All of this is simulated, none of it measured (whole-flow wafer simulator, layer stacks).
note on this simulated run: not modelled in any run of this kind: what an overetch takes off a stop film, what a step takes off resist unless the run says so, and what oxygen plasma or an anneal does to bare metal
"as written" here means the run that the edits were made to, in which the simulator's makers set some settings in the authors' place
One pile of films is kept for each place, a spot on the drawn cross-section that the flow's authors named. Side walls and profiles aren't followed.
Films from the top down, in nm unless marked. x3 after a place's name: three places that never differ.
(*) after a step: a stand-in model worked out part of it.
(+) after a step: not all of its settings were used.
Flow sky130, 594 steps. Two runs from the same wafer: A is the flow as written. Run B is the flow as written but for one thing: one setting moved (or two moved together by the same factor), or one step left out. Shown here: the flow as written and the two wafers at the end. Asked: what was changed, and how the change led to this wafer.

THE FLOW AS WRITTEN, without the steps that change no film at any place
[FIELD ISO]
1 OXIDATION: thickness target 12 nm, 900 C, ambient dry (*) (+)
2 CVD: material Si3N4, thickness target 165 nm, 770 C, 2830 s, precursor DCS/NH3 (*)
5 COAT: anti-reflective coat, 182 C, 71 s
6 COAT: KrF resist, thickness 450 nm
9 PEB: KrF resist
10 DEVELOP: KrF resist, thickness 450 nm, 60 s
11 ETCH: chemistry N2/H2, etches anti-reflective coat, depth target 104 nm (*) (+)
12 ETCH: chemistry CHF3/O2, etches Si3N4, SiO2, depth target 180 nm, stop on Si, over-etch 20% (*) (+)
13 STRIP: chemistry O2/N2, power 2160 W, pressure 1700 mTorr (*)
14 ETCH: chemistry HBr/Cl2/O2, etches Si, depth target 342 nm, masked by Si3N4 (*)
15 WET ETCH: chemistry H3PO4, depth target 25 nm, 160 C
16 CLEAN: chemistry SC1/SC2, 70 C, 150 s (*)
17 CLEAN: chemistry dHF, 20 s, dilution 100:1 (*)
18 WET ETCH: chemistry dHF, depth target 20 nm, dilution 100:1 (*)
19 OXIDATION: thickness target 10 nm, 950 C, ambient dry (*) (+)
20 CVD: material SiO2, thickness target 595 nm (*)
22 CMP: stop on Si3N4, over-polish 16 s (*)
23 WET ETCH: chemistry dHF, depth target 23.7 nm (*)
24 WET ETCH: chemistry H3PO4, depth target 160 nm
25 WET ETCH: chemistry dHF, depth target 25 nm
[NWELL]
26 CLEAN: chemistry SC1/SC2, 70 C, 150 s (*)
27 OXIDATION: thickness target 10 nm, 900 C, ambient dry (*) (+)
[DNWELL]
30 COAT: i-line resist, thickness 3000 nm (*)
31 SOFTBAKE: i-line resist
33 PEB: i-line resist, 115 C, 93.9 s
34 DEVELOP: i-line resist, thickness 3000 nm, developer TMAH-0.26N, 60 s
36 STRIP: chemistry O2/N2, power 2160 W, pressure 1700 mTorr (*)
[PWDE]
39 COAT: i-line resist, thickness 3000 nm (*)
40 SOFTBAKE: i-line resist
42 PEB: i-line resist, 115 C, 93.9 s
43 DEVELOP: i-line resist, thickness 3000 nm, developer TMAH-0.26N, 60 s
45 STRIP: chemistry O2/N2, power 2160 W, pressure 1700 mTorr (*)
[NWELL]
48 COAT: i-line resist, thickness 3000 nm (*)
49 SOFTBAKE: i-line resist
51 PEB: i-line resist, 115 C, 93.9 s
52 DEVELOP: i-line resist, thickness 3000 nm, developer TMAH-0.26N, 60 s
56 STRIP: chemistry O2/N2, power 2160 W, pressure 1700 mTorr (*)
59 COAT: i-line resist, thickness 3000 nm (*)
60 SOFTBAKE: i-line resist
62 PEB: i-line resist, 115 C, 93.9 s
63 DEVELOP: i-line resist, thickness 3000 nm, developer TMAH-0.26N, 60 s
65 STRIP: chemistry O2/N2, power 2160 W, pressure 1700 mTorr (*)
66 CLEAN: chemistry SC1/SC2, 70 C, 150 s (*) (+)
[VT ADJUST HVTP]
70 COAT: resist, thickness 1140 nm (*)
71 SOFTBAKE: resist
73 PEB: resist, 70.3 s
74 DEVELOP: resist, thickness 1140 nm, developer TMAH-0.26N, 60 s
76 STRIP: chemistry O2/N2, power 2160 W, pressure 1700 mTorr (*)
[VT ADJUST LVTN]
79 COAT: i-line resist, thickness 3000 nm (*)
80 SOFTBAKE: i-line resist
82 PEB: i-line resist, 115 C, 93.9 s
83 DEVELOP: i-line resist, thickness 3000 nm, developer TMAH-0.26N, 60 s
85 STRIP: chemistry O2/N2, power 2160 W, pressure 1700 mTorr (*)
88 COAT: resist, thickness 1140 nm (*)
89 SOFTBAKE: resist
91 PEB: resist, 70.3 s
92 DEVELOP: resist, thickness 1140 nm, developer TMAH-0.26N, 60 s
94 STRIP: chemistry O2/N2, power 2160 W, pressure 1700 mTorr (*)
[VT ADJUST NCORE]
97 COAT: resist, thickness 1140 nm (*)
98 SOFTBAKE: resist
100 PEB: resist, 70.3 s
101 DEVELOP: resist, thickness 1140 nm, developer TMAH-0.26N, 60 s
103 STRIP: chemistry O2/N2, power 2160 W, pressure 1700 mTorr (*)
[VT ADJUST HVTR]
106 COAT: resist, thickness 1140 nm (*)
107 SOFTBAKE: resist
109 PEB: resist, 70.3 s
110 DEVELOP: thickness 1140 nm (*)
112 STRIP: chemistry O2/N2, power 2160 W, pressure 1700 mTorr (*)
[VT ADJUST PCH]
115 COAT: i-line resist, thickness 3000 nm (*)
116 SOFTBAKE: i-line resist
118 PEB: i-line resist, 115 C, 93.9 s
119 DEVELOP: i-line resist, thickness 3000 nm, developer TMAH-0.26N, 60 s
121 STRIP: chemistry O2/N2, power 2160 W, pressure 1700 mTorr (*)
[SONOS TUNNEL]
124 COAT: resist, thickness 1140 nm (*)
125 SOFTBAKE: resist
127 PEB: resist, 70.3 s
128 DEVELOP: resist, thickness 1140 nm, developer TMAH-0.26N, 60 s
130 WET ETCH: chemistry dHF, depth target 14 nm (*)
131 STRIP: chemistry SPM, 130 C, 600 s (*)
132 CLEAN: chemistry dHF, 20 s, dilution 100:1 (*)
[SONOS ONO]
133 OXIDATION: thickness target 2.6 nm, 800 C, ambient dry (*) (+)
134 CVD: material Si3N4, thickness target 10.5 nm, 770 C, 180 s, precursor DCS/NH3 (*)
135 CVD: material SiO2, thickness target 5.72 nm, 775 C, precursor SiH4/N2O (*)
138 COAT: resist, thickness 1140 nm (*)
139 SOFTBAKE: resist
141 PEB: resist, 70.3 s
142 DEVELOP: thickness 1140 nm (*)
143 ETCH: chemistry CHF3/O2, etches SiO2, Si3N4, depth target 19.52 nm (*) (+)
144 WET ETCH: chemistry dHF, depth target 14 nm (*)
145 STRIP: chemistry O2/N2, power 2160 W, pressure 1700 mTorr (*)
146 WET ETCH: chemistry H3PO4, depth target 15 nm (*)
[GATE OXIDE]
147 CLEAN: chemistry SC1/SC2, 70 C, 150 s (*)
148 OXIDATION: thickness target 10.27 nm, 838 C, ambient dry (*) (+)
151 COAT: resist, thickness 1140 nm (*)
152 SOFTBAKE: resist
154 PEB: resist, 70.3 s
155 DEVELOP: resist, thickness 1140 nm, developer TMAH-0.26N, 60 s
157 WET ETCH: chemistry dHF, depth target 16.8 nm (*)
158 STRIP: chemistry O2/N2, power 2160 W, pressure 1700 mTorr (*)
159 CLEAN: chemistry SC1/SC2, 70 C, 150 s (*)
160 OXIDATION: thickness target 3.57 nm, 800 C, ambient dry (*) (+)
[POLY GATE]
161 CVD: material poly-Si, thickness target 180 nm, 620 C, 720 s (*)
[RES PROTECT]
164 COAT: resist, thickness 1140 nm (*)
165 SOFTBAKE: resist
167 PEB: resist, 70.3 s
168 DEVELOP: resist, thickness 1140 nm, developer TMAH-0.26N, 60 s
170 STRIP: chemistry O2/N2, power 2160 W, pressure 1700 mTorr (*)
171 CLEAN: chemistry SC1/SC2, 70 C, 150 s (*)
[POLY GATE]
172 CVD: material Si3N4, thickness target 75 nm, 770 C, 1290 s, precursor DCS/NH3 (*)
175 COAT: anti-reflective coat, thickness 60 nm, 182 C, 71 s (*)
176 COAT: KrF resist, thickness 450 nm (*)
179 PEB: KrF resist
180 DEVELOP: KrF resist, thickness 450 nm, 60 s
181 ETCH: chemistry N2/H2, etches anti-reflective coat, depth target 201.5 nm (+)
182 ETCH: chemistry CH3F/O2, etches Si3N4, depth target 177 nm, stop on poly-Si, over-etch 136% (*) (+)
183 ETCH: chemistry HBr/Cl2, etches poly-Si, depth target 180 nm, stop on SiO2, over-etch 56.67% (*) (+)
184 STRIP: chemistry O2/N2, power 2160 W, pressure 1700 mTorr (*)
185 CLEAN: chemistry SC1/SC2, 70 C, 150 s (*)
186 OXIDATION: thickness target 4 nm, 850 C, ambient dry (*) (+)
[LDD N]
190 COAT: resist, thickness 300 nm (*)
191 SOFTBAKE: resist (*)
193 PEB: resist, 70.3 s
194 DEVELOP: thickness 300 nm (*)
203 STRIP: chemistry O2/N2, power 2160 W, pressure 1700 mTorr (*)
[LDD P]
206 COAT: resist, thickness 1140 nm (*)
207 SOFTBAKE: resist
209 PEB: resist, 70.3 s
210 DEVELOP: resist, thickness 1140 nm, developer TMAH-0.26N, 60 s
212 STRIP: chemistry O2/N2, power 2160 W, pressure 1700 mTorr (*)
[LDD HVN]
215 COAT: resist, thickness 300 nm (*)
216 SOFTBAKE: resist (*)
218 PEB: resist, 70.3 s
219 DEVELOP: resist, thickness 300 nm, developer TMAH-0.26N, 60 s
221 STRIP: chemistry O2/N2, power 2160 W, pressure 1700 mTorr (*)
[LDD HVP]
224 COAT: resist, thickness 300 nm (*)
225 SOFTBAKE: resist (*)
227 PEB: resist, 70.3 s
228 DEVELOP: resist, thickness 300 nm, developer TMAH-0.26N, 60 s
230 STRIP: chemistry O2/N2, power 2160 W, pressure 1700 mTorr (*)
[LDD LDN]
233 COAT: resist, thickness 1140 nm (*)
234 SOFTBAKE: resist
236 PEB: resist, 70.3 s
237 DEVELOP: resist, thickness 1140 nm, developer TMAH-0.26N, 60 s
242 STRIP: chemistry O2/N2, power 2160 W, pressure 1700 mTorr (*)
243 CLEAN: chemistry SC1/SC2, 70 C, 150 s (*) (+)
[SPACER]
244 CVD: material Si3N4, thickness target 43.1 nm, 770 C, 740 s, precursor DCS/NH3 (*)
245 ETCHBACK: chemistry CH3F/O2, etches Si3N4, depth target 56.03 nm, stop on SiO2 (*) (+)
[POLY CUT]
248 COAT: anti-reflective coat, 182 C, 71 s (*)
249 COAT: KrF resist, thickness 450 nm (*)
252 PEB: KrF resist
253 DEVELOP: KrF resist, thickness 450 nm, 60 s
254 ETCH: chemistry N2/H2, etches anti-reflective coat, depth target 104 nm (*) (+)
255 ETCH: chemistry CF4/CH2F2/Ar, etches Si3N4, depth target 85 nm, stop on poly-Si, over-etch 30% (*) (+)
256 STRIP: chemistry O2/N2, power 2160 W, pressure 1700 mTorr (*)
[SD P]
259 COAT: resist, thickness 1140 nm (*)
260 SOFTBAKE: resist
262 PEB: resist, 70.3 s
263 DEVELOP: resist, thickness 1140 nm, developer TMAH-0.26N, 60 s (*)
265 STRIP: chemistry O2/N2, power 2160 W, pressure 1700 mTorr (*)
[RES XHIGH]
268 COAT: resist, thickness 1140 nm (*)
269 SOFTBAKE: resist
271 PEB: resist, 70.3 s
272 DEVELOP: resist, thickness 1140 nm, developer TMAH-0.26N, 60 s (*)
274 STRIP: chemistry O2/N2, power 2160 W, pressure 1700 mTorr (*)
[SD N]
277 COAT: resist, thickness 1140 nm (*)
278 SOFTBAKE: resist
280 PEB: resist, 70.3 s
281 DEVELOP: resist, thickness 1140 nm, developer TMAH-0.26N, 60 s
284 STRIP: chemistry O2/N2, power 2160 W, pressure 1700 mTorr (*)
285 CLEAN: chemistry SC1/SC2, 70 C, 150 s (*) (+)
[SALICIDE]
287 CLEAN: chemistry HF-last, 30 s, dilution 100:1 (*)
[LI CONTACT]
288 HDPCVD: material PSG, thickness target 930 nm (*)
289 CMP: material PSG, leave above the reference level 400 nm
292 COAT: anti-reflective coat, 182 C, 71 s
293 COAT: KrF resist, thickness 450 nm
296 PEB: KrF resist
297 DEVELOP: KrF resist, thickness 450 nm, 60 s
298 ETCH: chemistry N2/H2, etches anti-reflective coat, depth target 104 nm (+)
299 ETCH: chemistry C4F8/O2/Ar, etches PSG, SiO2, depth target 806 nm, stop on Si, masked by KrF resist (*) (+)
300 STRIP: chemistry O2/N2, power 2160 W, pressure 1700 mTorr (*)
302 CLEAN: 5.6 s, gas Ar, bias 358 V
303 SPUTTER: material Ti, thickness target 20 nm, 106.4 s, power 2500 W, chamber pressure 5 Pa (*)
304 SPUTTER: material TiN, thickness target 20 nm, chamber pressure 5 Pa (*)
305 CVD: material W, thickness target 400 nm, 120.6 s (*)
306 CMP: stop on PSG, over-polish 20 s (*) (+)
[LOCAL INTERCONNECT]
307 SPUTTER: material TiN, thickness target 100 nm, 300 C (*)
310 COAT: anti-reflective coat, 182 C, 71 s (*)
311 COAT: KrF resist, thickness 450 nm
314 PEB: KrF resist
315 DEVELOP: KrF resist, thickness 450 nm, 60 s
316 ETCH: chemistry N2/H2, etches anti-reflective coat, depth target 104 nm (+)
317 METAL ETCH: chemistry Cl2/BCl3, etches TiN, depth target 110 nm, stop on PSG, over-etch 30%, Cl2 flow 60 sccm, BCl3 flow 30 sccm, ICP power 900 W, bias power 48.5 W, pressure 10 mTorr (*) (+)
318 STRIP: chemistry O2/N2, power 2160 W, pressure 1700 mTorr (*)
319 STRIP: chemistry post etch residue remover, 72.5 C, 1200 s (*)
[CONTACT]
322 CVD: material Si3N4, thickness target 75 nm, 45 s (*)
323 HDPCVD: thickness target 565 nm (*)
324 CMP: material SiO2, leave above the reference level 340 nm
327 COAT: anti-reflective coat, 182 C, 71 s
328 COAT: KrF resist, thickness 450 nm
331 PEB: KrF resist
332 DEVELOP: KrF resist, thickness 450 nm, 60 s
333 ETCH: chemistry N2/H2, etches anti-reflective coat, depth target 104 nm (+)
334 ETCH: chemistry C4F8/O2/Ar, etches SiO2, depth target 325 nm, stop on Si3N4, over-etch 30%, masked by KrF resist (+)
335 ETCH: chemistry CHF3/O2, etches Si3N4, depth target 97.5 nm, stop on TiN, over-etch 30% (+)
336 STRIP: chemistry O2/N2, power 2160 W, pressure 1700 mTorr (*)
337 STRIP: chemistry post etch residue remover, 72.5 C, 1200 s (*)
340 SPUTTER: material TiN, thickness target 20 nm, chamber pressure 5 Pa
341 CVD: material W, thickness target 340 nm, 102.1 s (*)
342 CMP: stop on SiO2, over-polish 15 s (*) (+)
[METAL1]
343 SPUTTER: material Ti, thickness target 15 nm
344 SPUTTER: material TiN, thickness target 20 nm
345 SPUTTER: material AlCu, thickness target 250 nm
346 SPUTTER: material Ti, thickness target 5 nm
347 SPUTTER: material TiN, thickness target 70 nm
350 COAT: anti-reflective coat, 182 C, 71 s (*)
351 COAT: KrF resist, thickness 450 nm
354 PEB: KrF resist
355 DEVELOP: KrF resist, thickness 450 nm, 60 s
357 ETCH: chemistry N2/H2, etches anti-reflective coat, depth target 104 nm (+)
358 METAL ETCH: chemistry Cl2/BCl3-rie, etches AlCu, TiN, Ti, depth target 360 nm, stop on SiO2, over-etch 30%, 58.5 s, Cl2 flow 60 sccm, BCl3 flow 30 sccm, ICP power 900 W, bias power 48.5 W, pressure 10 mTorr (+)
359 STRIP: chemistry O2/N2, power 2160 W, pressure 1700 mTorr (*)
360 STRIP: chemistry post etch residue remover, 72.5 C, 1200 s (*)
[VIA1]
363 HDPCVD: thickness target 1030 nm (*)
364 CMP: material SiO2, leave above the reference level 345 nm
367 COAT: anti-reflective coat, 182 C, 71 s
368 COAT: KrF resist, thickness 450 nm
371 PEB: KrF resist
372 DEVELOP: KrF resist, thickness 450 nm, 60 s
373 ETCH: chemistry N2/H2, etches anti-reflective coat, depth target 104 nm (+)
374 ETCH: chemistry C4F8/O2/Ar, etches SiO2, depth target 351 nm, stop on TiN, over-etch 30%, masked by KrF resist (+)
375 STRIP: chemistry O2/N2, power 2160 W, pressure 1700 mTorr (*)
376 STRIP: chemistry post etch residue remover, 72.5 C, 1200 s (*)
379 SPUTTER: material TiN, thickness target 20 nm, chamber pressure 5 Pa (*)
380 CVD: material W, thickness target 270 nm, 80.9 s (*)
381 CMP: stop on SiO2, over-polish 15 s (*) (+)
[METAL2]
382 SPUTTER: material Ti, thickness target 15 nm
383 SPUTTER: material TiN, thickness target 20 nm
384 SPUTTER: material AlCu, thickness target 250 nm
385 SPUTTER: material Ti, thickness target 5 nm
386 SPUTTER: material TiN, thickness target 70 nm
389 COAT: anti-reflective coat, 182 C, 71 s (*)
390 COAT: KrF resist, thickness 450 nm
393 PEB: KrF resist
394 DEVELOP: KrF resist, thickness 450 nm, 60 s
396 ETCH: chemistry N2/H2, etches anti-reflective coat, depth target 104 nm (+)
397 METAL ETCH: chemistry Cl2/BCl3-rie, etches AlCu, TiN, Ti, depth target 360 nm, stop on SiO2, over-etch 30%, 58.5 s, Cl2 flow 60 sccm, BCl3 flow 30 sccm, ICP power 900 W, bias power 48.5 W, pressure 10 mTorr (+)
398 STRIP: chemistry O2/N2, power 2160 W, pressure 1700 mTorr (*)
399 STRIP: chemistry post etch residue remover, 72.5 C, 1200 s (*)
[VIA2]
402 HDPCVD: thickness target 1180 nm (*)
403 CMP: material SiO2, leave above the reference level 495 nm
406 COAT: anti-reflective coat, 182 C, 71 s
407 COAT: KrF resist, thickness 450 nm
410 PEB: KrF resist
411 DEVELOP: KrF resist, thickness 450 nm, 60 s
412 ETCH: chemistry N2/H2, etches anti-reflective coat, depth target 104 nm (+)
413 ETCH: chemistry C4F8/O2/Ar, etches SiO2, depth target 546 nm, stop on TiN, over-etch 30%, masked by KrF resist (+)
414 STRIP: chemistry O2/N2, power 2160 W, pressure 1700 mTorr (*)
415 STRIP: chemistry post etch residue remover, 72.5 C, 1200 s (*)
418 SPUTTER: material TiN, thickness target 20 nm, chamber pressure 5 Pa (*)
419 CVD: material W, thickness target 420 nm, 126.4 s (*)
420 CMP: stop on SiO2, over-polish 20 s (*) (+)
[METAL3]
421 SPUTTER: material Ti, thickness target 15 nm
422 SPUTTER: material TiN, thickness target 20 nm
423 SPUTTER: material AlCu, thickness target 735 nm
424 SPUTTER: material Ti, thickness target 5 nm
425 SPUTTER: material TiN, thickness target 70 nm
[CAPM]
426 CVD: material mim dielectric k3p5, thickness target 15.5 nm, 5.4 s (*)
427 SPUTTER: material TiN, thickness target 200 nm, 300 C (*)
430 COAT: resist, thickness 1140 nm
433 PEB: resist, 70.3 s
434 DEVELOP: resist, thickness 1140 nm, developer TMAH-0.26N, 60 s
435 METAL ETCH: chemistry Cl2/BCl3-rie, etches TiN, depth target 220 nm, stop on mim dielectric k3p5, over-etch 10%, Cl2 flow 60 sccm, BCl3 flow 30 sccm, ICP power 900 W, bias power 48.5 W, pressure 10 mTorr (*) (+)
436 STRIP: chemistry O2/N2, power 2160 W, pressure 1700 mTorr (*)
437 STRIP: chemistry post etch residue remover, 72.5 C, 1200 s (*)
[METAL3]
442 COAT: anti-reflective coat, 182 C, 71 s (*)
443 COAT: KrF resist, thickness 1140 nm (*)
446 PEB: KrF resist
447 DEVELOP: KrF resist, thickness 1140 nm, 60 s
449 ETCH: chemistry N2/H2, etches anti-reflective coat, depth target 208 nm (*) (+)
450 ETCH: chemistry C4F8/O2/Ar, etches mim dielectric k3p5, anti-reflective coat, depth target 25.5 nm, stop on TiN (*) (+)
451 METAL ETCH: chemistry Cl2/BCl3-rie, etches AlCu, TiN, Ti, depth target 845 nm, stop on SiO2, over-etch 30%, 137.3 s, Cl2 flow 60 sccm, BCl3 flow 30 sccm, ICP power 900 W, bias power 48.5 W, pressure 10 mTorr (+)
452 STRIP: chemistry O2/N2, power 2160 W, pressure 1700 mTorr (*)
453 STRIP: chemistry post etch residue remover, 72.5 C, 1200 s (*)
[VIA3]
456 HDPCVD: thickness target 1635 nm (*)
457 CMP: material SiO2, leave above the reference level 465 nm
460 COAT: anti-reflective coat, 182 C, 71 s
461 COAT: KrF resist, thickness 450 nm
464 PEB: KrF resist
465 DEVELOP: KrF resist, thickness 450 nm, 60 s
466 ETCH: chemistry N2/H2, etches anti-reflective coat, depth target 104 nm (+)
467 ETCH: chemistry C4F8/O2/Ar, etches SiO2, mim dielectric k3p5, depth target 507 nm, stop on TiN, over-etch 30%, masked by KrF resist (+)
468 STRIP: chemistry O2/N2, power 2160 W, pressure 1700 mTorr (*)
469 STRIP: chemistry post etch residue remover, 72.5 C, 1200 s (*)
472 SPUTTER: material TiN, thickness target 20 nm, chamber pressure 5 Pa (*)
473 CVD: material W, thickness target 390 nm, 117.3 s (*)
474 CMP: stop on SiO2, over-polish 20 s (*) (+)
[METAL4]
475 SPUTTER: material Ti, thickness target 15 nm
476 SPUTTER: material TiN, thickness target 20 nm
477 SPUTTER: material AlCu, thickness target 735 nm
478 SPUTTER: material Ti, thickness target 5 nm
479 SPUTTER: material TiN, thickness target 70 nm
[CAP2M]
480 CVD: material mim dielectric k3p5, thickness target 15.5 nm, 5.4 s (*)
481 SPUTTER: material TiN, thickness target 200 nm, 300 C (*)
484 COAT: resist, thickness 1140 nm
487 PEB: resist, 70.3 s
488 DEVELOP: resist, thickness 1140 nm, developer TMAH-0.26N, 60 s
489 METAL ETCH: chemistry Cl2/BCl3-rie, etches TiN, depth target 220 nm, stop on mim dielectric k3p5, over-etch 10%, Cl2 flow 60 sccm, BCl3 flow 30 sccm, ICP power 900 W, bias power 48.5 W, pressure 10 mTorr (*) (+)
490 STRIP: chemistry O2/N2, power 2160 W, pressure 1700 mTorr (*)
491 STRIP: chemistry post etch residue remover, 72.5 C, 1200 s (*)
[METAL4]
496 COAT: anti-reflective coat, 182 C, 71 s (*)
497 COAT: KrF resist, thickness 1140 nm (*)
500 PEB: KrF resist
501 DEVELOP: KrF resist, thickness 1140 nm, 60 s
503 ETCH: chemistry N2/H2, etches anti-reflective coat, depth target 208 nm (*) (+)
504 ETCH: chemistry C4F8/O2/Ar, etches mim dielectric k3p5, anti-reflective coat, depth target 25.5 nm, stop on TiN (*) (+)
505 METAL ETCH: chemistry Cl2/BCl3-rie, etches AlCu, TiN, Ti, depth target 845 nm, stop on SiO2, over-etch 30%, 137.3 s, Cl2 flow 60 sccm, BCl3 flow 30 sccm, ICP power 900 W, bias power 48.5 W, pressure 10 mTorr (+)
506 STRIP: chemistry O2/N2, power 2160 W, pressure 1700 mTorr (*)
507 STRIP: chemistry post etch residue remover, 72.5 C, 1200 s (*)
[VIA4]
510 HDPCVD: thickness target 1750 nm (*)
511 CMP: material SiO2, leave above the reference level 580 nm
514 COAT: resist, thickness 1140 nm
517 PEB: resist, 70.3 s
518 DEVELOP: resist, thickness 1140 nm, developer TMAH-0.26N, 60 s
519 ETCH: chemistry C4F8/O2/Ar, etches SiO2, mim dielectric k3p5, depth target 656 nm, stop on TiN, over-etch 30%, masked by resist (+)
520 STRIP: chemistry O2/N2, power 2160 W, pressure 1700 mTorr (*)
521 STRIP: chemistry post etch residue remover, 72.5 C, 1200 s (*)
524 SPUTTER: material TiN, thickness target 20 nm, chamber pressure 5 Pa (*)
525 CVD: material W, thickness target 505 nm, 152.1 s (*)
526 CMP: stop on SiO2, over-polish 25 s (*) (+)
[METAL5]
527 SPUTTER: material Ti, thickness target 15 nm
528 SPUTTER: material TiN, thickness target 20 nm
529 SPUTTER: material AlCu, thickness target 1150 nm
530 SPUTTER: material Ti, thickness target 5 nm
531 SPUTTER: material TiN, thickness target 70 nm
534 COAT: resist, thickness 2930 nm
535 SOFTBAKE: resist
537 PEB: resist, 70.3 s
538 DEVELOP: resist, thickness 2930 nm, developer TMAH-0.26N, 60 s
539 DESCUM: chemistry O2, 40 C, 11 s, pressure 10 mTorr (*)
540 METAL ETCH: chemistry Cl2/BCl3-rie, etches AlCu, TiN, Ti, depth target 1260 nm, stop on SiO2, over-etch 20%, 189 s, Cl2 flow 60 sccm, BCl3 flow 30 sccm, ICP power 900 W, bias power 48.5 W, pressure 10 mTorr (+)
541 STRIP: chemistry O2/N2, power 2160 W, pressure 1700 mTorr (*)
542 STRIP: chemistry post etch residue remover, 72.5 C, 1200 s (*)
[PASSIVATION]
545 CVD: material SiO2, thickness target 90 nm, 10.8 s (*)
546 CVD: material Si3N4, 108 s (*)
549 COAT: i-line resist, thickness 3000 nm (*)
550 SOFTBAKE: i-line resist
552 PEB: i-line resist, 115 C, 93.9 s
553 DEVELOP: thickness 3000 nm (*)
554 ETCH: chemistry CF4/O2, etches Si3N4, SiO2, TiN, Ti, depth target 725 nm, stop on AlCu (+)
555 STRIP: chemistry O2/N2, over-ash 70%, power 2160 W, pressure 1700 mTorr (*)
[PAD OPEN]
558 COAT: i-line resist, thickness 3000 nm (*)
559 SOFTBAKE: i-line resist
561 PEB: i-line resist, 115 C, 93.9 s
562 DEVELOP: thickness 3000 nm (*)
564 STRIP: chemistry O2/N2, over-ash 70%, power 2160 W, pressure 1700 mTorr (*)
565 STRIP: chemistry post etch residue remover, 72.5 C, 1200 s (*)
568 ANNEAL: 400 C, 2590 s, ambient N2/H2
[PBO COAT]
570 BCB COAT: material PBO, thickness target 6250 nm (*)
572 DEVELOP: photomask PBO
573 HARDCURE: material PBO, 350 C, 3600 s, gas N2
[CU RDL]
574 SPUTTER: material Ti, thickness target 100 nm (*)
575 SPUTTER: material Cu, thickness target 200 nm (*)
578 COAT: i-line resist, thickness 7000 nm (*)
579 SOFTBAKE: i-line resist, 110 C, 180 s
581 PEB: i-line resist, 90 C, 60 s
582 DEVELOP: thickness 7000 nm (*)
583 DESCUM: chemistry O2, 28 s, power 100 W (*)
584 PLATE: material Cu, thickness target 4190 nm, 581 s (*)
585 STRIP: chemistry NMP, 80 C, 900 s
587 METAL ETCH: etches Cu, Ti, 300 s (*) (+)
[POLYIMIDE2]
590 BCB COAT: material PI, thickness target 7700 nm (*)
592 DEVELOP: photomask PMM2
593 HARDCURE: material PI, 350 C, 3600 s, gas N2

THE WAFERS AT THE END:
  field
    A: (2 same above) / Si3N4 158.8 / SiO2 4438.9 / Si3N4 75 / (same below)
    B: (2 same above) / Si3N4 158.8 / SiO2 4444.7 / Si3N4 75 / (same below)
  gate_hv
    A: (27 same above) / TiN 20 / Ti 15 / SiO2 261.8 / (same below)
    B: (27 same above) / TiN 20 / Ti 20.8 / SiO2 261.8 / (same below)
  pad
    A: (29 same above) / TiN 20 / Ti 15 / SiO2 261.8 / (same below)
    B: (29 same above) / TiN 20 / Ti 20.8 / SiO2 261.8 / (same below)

The cause: step 343, SPUTTER: thickness target 20.8 nm was run, where the flow has thickness target 15 nm.
It can be read off the wafer: gate_hv has Ti 20.8, and step 343 as written asks for 15 nm.

How the change led to this, step by step:
  343 SPUTTER: material Ti, thickness target 15 nm
      field, active, n_well and 188 more: A Ti +15 (new film) | B Ti +20.8 (new film)
  358 METAL ETCH: chemistry Cl2/BCl3-rie, etches AlCu, TiN, Ti, depth target 360 nm, stop on SiO2, over-etch 30%, 58.5 s, Cl2 flow 60 sccm, BCl3 flow 30 sccm, ICP power 900 W, bias power 48.5 W, pressure 10 mTorr (+)
      field, active, gate and 81 more: A TiN -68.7 (all of it), Ti -5 (all of it), AlCu -250 (all of it), TiN -20 (all of it), Ti -15 (all of it), SiO2 -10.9 | B TiN -68.7 (all of it), Ti -5 (all of it), AlCu -250 (all of it), TiN -20 (all of it), Ti -20.8 (all of it), SiO2 -10.4
